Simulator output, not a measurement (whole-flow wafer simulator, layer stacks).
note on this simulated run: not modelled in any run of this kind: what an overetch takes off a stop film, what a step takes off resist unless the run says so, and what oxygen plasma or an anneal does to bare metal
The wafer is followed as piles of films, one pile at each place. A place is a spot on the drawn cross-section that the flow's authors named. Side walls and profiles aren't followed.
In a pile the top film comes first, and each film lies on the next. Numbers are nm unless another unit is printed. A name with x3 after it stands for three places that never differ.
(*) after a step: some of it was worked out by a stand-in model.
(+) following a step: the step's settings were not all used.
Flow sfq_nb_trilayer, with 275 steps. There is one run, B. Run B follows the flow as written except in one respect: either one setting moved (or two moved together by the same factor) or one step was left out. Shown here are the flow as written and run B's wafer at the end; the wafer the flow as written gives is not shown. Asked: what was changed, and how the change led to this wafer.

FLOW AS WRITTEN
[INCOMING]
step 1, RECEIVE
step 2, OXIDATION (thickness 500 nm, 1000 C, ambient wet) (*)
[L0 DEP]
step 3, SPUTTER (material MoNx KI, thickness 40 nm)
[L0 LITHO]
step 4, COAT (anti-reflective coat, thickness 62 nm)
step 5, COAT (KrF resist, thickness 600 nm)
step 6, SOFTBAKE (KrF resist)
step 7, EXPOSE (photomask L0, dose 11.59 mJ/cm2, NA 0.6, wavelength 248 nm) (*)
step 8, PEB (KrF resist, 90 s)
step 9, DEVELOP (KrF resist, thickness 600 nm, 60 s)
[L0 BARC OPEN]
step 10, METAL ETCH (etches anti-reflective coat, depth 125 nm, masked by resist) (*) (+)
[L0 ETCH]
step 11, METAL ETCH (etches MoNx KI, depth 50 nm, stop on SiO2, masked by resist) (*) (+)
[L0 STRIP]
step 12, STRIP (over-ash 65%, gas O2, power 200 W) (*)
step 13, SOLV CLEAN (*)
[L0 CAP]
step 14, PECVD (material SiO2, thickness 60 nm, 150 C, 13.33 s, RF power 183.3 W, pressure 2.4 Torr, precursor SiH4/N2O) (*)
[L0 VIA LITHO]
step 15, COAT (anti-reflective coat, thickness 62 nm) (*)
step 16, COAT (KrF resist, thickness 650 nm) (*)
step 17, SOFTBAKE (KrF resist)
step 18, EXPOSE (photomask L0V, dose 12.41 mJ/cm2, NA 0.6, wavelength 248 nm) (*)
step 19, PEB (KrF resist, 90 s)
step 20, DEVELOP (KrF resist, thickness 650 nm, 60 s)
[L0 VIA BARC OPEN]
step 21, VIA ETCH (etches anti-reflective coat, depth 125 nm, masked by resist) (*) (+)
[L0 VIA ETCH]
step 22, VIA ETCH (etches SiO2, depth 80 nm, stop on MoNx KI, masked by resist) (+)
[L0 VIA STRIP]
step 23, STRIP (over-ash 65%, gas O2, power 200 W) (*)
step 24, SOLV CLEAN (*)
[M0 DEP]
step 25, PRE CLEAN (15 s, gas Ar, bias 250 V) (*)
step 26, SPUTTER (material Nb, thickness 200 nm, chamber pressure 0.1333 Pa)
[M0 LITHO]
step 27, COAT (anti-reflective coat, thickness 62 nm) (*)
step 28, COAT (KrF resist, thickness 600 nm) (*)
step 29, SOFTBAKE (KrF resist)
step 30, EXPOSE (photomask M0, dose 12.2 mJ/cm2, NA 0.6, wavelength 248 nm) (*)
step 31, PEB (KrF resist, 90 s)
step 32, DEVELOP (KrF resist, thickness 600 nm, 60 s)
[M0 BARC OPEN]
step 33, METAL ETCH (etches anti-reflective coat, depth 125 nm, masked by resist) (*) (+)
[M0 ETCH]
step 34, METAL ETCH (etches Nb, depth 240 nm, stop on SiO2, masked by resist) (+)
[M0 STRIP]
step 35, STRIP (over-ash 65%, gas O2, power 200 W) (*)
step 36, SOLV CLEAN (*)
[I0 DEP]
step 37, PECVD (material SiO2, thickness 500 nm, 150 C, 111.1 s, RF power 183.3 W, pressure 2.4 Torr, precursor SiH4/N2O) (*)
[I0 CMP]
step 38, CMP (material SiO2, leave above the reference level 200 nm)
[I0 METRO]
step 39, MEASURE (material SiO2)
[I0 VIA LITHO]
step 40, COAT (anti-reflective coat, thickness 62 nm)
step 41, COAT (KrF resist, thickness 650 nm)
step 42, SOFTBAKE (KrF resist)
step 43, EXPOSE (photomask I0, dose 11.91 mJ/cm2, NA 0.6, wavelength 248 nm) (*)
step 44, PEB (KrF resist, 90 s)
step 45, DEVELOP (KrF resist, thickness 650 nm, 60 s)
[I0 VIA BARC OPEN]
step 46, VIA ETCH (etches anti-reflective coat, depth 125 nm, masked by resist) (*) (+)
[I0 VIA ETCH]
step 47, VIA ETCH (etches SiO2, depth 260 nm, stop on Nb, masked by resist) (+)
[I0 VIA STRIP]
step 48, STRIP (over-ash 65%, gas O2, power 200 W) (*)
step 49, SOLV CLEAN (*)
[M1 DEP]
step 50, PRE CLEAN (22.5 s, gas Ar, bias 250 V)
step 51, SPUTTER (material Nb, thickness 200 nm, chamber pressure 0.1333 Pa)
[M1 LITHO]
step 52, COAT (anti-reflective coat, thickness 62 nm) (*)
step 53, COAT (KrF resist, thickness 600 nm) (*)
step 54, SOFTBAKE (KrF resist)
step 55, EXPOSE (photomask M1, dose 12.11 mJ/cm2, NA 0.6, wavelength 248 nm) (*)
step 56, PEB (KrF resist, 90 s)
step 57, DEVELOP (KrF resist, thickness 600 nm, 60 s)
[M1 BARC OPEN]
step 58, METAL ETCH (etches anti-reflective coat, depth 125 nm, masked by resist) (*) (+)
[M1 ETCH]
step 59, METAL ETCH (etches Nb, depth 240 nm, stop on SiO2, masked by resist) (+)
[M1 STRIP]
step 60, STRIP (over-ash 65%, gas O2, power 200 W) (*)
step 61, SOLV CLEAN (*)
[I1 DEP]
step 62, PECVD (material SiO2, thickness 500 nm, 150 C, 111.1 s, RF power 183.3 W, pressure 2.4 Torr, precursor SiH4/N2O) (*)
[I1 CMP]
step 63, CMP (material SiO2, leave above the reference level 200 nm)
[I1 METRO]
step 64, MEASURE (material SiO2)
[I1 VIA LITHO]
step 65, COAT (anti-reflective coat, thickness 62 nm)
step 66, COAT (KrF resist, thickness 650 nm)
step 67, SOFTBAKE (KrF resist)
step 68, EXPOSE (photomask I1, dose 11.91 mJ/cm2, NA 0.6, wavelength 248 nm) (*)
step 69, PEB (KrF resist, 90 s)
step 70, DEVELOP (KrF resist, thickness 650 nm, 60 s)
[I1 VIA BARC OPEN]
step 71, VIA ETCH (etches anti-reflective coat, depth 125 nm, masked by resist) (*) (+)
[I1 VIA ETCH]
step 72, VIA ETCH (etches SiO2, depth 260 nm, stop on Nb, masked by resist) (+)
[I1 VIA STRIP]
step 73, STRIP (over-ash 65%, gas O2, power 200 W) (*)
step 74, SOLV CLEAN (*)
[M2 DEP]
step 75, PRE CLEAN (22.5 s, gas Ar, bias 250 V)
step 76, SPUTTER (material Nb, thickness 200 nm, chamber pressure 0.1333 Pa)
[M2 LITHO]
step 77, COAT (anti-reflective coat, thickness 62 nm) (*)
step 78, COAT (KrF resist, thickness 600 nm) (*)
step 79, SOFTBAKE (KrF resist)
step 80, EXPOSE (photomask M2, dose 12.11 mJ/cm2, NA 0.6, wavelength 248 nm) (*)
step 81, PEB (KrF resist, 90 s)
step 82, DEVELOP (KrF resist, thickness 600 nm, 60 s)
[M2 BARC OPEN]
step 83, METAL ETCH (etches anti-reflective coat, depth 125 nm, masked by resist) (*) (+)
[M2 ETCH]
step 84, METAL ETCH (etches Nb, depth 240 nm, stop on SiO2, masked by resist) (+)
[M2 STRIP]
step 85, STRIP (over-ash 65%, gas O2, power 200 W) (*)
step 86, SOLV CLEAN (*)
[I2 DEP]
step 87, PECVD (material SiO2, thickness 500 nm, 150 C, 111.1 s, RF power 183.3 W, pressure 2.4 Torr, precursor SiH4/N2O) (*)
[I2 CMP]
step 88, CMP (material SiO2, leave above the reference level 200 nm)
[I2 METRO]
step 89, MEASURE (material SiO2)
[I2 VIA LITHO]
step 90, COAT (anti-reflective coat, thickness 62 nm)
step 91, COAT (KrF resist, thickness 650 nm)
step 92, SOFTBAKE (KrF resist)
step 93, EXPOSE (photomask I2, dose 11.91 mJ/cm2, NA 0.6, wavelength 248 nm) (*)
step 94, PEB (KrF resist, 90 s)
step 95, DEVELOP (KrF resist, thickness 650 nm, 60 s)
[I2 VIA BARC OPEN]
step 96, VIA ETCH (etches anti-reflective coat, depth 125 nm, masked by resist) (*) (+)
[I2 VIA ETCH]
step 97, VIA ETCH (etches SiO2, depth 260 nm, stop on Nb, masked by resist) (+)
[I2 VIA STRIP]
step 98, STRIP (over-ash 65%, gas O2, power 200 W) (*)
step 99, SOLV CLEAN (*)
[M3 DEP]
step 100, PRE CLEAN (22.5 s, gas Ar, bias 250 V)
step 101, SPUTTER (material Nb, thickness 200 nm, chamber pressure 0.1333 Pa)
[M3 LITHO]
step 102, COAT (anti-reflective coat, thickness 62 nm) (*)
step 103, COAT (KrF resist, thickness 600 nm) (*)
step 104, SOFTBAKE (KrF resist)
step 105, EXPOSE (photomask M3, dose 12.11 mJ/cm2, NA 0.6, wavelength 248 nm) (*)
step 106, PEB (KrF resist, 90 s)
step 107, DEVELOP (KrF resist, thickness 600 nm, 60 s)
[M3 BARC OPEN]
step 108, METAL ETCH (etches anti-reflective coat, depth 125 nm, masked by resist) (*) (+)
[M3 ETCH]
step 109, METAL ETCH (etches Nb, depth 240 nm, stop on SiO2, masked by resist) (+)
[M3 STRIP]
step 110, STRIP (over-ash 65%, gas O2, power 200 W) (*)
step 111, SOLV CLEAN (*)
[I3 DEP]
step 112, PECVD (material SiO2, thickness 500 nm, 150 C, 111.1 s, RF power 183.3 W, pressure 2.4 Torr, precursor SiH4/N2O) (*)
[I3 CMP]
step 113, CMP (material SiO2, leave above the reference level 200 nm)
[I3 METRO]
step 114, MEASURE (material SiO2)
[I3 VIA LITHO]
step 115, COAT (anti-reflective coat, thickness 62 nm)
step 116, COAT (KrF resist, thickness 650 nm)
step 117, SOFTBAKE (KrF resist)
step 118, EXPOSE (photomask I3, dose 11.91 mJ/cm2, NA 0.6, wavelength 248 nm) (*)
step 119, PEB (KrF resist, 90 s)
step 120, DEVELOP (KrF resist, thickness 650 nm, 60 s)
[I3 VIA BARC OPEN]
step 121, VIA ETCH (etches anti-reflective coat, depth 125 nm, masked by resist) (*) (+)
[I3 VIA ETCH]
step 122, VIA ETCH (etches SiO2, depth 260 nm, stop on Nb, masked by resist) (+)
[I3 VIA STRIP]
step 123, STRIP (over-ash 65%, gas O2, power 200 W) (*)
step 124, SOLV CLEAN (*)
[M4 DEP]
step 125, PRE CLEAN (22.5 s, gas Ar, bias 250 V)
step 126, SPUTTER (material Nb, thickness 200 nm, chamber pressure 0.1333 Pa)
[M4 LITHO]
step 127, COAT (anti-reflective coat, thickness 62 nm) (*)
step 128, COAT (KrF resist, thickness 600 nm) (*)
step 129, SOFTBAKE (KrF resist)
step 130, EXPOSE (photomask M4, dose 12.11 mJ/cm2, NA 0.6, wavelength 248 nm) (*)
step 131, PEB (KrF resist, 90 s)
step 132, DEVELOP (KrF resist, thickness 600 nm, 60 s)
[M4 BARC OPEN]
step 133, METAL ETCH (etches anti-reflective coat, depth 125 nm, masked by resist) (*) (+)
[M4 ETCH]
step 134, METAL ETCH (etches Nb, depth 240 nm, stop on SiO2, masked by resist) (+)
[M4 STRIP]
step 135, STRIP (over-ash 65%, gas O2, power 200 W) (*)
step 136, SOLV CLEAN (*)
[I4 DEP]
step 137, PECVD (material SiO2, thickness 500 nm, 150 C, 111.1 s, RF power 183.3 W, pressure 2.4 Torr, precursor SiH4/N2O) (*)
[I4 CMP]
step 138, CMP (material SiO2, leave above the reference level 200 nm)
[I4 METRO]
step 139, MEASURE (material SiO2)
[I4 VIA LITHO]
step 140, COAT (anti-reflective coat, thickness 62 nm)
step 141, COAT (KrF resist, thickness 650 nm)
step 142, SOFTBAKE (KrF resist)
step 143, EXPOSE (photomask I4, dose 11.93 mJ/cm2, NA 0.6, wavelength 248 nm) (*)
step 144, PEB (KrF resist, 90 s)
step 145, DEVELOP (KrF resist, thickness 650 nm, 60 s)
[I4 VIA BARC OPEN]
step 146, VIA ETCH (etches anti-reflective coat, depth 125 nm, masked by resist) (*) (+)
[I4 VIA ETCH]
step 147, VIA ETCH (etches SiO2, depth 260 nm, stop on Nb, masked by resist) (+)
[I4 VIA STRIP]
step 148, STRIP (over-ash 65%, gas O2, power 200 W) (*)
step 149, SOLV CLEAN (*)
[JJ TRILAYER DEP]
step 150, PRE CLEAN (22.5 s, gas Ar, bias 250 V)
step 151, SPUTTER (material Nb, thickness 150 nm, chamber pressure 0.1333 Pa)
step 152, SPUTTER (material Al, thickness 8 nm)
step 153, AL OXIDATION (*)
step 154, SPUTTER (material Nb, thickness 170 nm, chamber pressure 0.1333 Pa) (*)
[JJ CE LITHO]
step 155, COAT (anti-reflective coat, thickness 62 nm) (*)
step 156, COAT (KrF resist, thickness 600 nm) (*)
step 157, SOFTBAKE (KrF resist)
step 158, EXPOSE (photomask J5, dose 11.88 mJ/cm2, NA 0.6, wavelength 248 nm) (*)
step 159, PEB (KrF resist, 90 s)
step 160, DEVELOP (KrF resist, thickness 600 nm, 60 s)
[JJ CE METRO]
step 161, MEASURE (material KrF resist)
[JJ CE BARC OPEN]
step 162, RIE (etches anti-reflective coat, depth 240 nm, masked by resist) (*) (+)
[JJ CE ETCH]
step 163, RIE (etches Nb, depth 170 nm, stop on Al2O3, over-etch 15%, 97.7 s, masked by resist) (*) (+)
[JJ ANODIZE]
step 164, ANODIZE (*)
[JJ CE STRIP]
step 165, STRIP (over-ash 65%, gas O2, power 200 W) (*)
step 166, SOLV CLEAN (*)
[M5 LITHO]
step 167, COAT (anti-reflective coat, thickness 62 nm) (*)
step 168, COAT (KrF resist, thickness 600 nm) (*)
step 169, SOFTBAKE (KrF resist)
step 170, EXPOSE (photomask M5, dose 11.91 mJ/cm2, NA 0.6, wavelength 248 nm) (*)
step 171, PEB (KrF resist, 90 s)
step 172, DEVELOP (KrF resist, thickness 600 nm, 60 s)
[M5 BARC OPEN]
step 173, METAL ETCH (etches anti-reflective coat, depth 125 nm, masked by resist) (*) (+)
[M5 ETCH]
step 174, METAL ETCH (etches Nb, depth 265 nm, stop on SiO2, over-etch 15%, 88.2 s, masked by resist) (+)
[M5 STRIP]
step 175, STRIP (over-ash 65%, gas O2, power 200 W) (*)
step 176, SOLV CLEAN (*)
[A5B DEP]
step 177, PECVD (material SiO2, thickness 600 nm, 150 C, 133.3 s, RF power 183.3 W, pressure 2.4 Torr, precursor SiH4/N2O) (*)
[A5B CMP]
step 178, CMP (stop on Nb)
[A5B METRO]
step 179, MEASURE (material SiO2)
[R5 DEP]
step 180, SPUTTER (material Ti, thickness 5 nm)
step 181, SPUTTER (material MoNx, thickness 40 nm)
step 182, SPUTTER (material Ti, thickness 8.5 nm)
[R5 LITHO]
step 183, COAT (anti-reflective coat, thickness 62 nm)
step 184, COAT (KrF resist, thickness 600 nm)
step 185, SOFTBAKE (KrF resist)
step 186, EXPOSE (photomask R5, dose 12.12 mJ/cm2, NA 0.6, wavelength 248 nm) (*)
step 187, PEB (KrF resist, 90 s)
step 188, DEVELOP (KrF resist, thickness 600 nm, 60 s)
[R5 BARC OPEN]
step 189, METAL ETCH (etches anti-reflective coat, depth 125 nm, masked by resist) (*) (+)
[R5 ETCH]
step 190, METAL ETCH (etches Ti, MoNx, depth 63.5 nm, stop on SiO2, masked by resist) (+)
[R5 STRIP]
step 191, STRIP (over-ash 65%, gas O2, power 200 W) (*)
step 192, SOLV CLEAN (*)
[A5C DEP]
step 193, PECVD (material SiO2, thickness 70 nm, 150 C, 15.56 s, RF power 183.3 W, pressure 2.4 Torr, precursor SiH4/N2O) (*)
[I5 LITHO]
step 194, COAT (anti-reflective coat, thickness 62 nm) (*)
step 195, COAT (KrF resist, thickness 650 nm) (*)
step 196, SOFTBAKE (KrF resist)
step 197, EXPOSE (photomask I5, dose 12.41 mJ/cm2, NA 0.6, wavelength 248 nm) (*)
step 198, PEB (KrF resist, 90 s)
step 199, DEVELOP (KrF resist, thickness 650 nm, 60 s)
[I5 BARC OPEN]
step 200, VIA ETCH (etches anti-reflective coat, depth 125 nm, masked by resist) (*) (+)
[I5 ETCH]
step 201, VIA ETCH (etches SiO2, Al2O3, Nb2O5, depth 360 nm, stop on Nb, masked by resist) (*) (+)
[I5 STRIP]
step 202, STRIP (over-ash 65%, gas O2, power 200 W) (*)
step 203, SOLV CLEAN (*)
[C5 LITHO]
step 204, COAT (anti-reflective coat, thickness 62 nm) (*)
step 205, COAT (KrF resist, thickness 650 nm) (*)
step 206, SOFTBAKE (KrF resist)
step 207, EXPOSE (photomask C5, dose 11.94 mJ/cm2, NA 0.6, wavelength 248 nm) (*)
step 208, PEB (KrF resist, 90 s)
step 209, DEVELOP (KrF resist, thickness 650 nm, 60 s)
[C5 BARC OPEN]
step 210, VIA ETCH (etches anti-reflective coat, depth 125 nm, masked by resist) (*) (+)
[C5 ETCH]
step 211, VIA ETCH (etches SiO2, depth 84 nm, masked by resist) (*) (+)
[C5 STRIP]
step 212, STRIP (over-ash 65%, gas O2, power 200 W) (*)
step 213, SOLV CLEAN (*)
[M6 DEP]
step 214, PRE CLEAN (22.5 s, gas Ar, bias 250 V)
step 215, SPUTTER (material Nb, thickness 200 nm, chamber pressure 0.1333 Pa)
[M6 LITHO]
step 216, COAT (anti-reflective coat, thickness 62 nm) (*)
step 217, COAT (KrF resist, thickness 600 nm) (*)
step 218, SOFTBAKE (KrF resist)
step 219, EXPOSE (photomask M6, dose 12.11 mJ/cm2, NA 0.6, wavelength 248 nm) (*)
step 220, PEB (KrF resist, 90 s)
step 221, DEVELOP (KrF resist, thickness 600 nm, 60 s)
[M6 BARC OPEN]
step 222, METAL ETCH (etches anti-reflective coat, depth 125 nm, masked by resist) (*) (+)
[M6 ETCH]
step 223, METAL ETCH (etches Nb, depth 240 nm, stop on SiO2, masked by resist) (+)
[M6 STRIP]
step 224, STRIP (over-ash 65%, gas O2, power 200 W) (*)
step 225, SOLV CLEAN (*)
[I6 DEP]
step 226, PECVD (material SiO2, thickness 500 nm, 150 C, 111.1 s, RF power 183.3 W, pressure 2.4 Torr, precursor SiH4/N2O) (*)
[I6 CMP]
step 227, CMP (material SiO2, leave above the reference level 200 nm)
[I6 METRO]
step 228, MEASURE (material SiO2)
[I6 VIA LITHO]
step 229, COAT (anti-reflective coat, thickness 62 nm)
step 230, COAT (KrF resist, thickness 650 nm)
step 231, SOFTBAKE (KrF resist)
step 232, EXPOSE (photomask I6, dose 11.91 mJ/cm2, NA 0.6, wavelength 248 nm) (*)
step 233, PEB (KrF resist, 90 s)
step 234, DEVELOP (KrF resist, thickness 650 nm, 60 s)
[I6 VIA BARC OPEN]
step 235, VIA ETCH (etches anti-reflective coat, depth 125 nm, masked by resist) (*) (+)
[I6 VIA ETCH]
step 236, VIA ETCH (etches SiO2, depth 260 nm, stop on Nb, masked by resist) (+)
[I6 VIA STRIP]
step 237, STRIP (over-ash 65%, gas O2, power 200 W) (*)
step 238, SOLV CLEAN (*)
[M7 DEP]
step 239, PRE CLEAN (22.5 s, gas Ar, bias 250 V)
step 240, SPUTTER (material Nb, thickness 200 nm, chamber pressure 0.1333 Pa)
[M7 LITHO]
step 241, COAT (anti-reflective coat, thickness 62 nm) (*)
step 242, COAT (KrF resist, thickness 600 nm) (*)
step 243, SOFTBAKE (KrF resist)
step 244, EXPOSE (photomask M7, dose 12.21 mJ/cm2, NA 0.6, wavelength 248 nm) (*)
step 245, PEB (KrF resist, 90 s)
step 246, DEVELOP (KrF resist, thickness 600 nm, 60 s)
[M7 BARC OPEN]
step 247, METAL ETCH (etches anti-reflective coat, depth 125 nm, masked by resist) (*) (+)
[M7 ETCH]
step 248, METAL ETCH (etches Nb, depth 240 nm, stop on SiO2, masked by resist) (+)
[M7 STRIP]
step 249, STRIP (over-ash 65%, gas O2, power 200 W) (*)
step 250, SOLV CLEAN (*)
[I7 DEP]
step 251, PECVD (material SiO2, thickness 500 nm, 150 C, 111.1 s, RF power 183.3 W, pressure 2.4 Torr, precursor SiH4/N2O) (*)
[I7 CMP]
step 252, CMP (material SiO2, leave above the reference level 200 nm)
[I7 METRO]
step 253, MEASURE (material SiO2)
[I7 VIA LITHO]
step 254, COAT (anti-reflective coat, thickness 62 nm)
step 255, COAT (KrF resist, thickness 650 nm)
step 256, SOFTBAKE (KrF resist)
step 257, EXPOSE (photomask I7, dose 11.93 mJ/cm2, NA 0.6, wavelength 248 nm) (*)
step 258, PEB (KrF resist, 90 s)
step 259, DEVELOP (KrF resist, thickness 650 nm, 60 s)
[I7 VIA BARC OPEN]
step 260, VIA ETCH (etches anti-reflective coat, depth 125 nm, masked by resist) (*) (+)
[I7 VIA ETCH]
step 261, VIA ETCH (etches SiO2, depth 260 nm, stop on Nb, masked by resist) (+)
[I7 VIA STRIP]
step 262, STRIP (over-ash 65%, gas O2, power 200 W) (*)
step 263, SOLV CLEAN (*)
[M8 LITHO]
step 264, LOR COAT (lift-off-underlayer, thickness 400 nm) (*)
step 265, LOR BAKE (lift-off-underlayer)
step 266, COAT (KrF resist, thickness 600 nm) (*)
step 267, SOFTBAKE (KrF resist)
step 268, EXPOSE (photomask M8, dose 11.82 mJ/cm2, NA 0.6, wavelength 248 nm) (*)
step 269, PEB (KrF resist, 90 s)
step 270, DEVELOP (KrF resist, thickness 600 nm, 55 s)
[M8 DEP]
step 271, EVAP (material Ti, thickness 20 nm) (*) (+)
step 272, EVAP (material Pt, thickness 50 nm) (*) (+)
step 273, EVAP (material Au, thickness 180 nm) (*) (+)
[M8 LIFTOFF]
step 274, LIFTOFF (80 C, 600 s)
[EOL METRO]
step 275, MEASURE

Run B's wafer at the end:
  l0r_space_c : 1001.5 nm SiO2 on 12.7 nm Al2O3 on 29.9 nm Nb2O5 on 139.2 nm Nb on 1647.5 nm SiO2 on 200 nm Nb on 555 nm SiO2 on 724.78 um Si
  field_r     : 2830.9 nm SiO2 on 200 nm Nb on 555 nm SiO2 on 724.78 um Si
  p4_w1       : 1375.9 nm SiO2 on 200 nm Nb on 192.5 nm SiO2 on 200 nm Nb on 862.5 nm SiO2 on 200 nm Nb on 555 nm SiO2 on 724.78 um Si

Cause: step 38, CMP: leave above the reference level 85 nm was run, whereas the flow has leave above the reference level 200 nm.

The path from the change to this, step by step:
  step 38, CMP (material SiO2, leave above the reference level 200 nm)
      v_sur, via_wl, via_w and 94 more: SiO2 loses 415 (in the flow as written it would be: SiO2 loses 300)
      field_l, l0_sur, l0r_line_l, l0r_line_c, l0r_line_r: SiO2 loses 455 (in the flow as written it would be: SiO2 loses 340)
      (and at 4 other places as well)
  step 47, VIA ETCH (etches SiO2, depth 260 nm, stop on Nb, masked by resist) (+)
      field_l, v_sur, via_wl and 102 more: KrF resist loses 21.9 (in the flow as written it would be: KrF resist loses 44.8)
      via_w: SiO2 loses 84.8 (all of it) (in the flow as written it would be: SiO2 loses 199.8 (all of it))
  step 48, STRIP (over-ash 65%, gas O2, power 200 W) (*)
      field_l, v_sur, via_wl and 102 more: KrF resist loses 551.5 (all of it), anti-reflective coat loses 62 (all of it) (in the flow as written it would be: KrF resist loses 528.6 (all of it), anti-reflective coat loses 62 (all of it))
  step 51, SPUTTER (material Nb, thickness 200 nm, chamber pressure 0.1333 Pa)
      via_w: Nb gains 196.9 (in the flow as written it would be: Nb gains 174.5)
  step 52, COAT (anti-reflective coat, thickness 62 nm) (*)
      v_sur: anti-reflective coat gains 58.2 (new film) (in the flow as written it would be: anti-reflective coat gains 61.1 (new film))
      via_wl: anti-reflective coat gains 40.4 (new film) (in the flow as written it would be: anti-reflective coat gains 33.8 (new film))
      (and at 2 other places as well)
  step 53, COAT (KrF resist, thickness 600 nm) (*)
      v_sur: KrF resist gains 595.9 (new film) (in the flow as written it would be: KrF resist gains 583.4 (new film))
      via_w: KrF resist gains 640.2 (new film) (in the flow as written it would be: KrF resist gains 731.8 (new film))
  step 60, STRIP (over-ash 65%, gas O2, power 200 W) (*)
      v_sur: KrF resist loses 378.2 (all of it), anti-reflective coat loses 58.2 (all of it) (in the flow as written it would be: KrF resist loses 365.9 (all of it), anti-reflective coat loses 61.1 (all of it))
      via_wl: KrF resist loses 393.1 (all of it), anti-reflective coat loses 40.4 (all of it) (in the flow as written it would be: KrF resist loses 385.5 (all of it), anti-reflective coat loses 33.8 (all of it))
      (and at 3 other places as well)
  step 62, PECVD (material SiO2, thickness 500 nm, 150 C, 111.1 s, RF power 183.3 W, pressure 2.4 Torr, precursor SiH4/N2O) (*)
      via_w: SiO2 gains 500 (new film) (in the flow as written it would be: SiO2 gains 606 (new film))
  step 63, CMP (material SiO2, leave above the reference level 200 nm)
      via_w: SiO2 loses 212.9 (in the flow as written it would be: SiO2 loses 181.6)
